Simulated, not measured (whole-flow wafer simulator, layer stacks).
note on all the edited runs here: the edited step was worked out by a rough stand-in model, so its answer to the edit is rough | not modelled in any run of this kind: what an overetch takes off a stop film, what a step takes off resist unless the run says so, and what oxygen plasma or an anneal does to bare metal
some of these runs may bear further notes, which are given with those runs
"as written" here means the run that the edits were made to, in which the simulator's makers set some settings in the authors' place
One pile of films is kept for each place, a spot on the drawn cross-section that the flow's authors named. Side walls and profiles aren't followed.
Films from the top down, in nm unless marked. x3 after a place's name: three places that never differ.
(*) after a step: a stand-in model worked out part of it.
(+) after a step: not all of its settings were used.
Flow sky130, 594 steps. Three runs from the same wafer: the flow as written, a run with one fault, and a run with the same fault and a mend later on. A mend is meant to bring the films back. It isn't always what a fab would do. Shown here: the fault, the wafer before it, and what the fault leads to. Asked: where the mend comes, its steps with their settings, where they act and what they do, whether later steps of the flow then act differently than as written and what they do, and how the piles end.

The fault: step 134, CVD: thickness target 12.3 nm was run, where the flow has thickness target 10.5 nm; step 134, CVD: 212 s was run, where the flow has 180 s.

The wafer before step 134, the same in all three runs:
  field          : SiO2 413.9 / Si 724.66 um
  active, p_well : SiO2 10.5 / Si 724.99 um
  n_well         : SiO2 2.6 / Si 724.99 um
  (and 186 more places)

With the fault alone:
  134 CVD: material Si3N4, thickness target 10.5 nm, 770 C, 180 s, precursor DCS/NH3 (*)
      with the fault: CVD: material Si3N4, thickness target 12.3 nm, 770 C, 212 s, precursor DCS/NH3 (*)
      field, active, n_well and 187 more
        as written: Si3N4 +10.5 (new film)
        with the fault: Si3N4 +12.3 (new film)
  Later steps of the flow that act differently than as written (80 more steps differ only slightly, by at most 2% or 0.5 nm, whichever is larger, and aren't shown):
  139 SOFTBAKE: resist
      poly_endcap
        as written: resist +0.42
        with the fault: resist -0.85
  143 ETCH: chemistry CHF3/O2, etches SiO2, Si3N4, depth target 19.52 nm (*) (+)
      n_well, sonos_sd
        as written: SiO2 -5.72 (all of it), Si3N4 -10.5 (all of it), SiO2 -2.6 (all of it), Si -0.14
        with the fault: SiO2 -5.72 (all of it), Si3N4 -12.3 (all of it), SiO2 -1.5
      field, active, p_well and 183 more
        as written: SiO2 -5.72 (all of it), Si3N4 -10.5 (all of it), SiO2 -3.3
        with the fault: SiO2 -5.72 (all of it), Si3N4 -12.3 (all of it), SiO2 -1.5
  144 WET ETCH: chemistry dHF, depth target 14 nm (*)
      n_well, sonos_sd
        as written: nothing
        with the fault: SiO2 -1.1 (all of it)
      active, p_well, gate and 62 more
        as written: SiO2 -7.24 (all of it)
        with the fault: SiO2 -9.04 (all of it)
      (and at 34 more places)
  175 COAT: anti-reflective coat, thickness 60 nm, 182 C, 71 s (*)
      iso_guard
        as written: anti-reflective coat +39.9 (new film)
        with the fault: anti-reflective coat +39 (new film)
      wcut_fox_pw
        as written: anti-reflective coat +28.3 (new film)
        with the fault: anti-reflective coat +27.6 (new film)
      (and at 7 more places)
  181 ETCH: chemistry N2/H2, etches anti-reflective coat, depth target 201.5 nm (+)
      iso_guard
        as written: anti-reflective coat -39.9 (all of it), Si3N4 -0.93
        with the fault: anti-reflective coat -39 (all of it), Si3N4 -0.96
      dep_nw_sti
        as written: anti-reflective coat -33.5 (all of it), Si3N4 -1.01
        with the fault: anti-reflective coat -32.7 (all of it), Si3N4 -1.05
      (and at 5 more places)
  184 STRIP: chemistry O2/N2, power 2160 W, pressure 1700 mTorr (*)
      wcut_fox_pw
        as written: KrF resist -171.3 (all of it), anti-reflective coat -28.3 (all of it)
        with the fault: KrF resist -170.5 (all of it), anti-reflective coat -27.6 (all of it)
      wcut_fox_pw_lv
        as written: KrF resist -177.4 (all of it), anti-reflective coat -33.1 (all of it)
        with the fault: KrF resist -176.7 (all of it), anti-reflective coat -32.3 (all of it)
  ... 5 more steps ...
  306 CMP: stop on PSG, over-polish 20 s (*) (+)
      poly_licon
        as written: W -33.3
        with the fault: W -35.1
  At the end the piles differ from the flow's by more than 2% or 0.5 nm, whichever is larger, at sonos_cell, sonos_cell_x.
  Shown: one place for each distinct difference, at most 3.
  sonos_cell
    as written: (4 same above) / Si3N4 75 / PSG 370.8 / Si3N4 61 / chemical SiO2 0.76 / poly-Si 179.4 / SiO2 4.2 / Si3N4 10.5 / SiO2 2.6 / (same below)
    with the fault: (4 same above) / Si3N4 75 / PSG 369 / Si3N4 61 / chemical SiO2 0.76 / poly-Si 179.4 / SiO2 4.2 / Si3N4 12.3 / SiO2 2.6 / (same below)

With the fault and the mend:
  The mend comes after step 134.
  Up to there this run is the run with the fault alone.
  134a WET ETCH: chemistry H3PO4, depth target 1.8 nm, 160 C (the flow's step 15 once more, with other settings)
      field, active, n_well and 187 more
        Si3N4 -1.8
  No later step of the flow acts differently than as written, at any place that is followed, by more than 2% or 0.5 nm, whichever is larger.
  At the end the piles are the same as the flow's at every place that both follow.
